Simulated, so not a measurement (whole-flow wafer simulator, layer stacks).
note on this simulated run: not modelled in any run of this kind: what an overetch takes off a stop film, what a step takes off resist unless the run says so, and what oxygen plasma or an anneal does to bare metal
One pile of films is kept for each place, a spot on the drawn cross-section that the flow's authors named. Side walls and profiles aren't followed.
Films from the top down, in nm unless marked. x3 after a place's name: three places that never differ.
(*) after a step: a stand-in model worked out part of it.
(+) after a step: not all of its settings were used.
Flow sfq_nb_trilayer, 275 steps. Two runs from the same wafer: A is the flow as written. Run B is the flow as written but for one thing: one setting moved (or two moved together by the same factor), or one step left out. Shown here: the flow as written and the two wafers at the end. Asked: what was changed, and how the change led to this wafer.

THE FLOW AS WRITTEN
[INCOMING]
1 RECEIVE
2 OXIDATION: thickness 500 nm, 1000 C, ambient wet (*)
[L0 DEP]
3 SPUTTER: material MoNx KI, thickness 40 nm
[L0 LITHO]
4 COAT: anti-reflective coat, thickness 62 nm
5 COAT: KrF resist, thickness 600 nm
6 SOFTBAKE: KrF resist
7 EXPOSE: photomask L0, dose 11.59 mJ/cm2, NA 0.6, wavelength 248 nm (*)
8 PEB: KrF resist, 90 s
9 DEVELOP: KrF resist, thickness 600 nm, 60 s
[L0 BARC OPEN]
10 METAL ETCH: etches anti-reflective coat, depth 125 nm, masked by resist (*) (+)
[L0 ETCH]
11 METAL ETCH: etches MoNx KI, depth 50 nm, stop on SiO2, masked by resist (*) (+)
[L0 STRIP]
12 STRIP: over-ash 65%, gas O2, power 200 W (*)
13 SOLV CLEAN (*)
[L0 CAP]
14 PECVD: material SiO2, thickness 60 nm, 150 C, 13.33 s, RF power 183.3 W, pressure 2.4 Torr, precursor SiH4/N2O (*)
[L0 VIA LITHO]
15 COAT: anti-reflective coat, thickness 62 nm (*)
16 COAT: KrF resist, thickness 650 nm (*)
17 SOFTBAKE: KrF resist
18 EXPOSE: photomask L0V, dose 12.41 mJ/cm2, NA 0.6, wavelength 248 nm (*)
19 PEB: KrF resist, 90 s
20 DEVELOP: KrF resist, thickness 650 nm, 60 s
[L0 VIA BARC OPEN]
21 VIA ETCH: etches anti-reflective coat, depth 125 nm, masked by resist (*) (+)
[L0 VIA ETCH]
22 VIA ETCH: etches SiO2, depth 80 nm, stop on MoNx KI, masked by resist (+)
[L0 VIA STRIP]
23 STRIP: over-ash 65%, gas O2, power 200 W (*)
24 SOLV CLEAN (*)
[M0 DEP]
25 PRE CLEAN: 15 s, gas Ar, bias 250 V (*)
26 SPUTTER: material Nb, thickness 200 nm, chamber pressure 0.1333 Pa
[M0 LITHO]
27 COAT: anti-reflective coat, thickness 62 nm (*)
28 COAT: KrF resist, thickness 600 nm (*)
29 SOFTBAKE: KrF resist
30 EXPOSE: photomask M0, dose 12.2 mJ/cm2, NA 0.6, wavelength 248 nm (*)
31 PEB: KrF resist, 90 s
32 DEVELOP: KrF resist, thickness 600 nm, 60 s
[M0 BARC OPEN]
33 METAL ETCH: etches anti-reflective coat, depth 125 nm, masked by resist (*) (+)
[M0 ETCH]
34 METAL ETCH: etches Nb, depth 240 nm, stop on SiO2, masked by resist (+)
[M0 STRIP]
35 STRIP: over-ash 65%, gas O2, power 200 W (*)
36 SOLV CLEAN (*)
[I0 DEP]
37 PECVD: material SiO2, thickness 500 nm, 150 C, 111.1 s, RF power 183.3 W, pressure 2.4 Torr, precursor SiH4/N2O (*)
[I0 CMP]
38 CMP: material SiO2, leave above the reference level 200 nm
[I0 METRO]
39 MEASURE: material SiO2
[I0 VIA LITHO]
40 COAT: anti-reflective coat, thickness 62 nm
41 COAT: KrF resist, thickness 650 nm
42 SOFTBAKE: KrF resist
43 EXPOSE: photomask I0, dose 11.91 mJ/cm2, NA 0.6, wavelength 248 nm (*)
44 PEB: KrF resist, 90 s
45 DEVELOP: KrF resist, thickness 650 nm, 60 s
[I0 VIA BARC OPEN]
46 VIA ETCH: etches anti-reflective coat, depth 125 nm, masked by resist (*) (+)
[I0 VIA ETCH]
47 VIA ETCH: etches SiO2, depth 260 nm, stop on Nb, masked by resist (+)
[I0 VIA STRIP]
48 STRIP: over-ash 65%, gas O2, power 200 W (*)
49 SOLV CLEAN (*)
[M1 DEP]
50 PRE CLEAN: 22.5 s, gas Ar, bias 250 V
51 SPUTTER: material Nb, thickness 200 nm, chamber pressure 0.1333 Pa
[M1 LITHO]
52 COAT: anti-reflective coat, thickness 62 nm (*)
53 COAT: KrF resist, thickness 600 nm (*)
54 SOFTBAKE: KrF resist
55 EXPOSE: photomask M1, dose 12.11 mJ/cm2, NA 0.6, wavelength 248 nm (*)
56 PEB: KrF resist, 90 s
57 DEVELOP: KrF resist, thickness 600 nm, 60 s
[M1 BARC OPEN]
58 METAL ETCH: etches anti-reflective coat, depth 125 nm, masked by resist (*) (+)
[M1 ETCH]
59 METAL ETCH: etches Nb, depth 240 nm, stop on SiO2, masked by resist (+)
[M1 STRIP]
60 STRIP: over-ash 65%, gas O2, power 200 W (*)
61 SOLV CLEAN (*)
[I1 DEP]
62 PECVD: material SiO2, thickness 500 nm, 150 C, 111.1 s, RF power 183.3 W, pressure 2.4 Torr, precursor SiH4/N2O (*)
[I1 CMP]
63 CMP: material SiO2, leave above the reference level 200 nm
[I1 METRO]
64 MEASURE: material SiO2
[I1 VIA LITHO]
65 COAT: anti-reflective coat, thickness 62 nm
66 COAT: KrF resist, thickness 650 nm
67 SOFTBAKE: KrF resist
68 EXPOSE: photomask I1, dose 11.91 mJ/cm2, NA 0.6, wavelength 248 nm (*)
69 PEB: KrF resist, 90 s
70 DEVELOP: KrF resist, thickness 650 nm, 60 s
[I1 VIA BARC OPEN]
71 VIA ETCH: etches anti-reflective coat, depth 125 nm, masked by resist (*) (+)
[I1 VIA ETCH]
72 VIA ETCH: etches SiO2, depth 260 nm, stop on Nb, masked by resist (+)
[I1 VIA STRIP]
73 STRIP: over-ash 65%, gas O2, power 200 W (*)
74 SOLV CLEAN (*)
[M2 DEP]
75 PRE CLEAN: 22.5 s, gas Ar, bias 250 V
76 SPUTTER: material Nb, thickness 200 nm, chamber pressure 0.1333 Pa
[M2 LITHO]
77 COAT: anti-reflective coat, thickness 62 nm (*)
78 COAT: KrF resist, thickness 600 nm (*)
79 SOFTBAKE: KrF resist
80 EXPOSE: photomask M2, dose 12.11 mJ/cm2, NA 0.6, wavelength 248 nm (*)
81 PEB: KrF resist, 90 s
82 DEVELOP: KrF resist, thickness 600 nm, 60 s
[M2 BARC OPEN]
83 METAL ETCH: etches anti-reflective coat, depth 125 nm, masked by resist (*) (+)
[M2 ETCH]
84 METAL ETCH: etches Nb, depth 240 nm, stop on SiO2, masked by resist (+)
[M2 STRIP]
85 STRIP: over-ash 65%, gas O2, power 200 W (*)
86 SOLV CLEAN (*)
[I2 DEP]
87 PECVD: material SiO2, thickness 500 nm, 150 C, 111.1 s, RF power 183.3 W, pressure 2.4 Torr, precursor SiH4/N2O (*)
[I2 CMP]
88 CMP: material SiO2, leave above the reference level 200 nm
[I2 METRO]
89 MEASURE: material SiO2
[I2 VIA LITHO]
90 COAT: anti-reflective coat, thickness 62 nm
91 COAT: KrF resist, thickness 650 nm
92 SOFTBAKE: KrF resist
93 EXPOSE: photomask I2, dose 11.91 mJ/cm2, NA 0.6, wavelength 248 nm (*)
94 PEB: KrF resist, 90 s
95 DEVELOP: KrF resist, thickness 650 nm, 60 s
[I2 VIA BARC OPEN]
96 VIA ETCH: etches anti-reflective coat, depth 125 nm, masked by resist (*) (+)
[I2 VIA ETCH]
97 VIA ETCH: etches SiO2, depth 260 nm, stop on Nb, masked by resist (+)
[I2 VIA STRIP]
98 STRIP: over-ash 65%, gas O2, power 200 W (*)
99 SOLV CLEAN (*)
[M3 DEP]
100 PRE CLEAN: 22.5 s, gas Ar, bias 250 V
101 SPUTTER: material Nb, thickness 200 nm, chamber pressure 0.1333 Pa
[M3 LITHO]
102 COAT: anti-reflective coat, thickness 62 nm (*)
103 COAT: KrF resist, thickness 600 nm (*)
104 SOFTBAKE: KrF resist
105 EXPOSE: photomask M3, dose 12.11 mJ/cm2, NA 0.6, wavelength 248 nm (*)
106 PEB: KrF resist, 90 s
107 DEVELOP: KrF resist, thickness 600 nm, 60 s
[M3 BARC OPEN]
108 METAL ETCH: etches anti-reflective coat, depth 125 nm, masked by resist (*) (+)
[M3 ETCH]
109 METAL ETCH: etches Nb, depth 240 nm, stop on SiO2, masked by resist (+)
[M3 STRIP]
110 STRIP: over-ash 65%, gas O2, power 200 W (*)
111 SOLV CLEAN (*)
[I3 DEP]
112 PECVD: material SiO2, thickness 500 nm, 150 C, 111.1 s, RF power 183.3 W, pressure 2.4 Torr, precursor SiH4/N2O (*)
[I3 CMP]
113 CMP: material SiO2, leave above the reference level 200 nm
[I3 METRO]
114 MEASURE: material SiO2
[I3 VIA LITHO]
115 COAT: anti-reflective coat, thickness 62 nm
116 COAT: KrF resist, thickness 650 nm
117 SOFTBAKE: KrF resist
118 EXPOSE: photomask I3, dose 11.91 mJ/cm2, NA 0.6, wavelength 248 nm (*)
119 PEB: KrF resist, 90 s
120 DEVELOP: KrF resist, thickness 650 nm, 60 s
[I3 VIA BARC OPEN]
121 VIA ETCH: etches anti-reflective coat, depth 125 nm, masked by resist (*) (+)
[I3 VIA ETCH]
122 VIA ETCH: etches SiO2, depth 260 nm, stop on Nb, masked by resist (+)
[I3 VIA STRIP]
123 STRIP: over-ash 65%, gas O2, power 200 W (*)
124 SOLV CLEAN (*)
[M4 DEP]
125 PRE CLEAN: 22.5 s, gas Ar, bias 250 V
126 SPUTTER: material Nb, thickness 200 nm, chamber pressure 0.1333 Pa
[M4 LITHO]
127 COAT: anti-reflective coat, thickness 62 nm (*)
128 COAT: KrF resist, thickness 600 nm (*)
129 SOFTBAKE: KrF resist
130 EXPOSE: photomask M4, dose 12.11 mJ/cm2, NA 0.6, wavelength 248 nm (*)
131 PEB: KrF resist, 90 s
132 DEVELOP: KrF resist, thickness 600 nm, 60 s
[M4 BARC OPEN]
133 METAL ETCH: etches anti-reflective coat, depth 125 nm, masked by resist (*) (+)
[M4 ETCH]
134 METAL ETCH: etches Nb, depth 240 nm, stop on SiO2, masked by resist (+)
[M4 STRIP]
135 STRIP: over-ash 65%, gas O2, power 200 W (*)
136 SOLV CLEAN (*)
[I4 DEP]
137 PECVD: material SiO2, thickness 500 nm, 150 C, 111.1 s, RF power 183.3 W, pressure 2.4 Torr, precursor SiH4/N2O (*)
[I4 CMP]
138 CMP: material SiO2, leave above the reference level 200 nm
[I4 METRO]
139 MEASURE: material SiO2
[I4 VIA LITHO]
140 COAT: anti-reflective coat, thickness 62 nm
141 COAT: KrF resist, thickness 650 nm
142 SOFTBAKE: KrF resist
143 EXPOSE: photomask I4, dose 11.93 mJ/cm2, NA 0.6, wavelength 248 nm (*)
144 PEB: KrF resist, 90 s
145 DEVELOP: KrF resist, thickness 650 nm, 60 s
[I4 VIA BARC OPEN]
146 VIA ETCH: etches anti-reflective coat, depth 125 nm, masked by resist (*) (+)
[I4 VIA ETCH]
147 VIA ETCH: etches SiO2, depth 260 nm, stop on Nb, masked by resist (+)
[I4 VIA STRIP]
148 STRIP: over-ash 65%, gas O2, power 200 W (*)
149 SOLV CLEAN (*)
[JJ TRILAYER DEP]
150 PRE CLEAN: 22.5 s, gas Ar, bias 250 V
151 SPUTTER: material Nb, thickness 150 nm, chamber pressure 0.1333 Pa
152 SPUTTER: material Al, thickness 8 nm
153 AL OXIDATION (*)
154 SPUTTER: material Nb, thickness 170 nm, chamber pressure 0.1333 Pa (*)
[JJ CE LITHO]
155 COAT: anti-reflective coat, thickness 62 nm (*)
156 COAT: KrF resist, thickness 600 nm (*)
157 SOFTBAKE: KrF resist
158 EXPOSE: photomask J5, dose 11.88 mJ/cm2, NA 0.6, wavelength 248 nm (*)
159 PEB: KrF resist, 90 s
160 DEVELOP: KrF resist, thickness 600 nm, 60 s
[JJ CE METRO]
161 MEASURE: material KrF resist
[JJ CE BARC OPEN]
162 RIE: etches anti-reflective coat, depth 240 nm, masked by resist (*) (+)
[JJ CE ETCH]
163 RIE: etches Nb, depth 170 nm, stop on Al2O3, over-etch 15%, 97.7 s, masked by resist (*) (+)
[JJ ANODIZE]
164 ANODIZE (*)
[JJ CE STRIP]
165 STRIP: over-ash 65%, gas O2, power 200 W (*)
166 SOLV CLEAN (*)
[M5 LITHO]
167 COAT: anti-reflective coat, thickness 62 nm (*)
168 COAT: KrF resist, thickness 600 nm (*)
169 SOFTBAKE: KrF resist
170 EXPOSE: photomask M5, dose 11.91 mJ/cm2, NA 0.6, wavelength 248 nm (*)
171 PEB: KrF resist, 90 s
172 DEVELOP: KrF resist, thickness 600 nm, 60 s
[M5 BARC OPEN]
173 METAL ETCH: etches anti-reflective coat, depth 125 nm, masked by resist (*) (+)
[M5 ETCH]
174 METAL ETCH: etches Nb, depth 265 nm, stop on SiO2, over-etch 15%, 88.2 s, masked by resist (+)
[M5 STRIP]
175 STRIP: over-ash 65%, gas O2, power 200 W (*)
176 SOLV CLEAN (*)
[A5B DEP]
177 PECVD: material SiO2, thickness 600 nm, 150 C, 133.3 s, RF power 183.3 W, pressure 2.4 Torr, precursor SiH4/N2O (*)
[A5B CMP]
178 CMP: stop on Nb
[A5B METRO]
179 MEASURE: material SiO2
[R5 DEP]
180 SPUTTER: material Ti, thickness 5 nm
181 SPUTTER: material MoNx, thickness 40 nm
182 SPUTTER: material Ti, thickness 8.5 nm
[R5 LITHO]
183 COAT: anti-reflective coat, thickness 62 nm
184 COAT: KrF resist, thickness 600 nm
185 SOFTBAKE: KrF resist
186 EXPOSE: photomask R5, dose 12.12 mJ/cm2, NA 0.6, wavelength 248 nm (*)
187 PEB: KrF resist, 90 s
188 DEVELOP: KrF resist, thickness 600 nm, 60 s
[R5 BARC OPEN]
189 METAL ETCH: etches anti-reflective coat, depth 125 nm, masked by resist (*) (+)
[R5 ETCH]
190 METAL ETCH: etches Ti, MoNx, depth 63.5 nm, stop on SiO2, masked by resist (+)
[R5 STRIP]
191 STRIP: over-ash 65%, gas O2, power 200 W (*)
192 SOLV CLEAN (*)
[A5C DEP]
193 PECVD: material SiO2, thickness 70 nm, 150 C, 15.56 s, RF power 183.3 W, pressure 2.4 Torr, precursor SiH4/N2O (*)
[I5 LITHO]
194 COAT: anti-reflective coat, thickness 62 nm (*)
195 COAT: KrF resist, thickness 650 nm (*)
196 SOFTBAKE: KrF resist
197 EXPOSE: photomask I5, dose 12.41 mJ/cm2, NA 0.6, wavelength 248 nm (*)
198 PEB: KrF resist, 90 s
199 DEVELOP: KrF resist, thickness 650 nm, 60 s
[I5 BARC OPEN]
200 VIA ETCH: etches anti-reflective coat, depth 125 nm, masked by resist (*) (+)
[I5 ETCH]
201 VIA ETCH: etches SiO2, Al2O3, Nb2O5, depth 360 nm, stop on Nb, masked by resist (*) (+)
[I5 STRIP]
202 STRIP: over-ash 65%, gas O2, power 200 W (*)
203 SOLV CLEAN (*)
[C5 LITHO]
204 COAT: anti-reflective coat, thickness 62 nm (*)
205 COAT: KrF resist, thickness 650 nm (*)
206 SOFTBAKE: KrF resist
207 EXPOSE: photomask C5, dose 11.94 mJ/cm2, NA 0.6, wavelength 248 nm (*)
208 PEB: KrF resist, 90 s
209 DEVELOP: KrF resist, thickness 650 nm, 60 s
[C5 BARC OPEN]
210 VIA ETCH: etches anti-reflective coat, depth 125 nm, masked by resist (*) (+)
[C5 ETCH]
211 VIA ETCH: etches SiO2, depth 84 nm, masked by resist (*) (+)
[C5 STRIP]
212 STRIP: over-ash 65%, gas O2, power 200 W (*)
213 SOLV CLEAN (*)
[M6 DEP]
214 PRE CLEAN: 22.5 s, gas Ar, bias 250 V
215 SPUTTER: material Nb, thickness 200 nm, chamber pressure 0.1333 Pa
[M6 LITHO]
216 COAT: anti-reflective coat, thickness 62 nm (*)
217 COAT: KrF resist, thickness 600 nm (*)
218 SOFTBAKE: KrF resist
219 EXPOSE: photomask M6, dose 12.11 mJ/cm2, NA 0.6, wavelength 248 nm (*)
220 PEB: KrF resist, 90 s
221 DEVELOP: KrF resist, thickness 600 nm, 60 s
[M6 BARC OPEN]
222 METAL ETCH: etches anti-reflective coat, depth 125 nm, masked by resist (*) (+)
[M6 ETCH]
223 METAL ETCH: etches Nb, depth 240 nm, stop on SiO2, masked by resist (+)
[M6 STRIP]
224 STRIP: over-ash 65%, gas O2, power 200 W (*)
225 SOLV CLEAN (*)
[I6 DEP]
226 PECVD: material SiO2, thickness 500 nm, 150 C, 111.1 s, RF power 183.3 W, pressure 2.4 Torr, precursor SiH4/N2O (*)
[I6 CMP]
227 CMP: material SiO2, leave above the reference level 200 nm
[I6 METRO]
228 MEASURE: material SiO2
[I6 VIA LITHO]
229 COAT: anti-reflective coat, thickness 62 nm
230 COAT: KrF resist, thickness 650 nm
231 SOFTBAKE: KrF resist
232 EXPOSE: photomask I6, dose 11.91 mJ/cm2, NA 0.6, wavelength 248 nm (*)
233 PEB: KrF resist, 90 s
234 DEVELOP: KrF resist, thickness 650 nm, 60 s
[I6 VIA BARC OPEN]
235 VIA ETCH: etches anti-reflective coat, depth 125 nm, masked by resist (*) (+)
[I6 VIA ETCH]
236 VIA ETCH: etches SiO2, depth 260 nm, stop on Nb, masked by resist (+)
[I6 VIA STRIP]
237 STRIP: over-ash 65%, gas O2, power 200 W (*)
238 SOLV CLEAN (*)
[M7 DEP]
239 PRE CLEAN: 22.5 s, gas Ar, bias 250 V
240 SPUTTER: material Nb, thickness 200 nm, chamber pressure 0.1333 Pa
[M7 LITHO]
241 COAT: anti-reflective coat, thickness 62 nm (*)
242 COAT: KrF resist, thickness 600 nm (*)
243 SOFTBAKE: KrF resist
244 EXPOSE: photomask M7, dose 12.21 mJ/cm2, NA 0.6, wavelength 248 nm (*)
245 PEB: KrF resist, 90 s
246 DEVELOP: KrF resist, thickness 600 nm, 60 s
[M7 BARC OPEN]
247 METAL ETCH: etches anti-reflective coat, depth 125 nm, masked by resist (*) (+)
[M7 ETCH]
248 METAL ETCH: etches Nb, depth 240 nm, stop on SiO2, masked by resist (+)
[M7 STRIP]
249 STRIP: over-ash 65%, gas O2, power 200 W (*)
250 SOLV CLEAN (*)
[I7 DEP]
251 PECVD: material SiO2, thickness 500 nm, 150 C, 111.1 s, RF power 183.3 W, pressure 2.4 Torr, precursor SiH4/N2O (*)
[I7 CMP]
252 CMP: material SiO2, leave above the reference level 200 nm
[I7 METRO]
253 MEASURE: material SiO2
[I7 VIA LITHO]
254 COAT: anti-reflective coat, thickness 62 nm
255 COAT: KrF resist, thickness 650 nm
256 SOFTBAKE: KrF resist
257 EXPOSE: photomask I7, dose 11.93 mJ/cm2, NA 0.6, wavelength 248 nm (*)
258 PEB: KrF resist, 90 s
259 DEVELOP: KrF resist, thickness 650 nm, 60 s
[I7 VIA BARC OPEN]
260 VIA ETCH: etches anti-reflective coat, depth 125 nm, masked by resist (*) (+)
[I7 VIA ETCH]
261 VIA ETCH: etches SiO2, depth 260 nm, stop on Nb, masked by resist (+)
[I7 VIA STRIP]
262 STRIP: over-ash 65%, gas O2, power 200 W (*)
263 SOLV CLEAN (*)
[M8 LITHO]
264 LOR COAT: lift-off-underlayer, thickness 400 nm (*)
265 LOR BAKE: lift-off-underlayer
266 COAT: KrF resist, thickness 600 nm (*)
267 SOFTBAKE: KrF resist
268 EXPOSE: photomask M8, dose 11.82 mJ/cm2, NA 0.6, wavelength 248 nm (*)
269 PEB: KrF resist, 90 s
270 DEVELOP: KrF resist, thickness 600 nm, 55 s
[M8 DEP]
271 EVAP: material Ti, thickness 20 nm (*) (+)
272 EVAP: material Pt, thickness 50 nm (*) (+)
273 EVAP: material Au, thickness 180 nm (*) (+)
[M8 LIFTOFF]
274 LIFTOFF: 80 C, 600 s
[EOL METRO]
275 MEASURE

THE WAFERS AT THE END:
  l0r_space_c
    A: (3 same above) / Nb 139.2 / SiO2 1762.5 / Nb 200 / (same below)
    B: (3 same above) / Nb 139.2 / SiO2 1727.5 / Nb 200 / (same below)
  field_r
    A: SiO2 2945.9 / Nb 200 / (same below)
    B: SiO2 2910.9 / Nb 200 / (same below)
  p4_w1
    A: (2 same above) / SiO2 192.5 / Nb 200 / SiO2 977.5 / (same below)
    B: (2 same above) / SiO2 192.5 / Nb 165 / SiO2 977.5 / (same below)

The cause: step 101, SPUTTER: thickness 165 nm was run, where the flow has thickness 200 nm.
It can be read off the wafer: p4_w1 has Nb 165, and step 101 as written asks for 200 nm.

How the change led to this, step by step:
  101 SPUTTER: material Nb, thickness 200 nm, chamber pressure 0.1333 Pa
      field_l, v_sur, via_wl and 102 more: A Nb +200 (new film) | B Nb +165 (new film)
      via_w: A Nb +165.5 | B Nb +136.3
  109 METAL ETCH: etches Nb, depth 240 nm, stop on SiO2, masked by resist (+)
      field_l, be, be_sur and 72 more: A Nb -200 (all of it) | B Nb -165 (all of it)
  112 PECVD: material SiO2, thickness 500 nm, 150 C, 111.1 s, RF power 183.3 W, pressure 2.4 Torr, precursor SiH4/N2O (*)
      p4_g1, p4_g2, p3_s0, p3_s1, p3_s2, p3_s3, p3_s4, p3_s5: A SiO2 +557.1 | B SiO2 +522.1
  113 CMP: material SiO2, leave above the reference level 200 nm
      field_l, be, be_sur and 64 more: A SiO2 -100 | B SiO2 -135
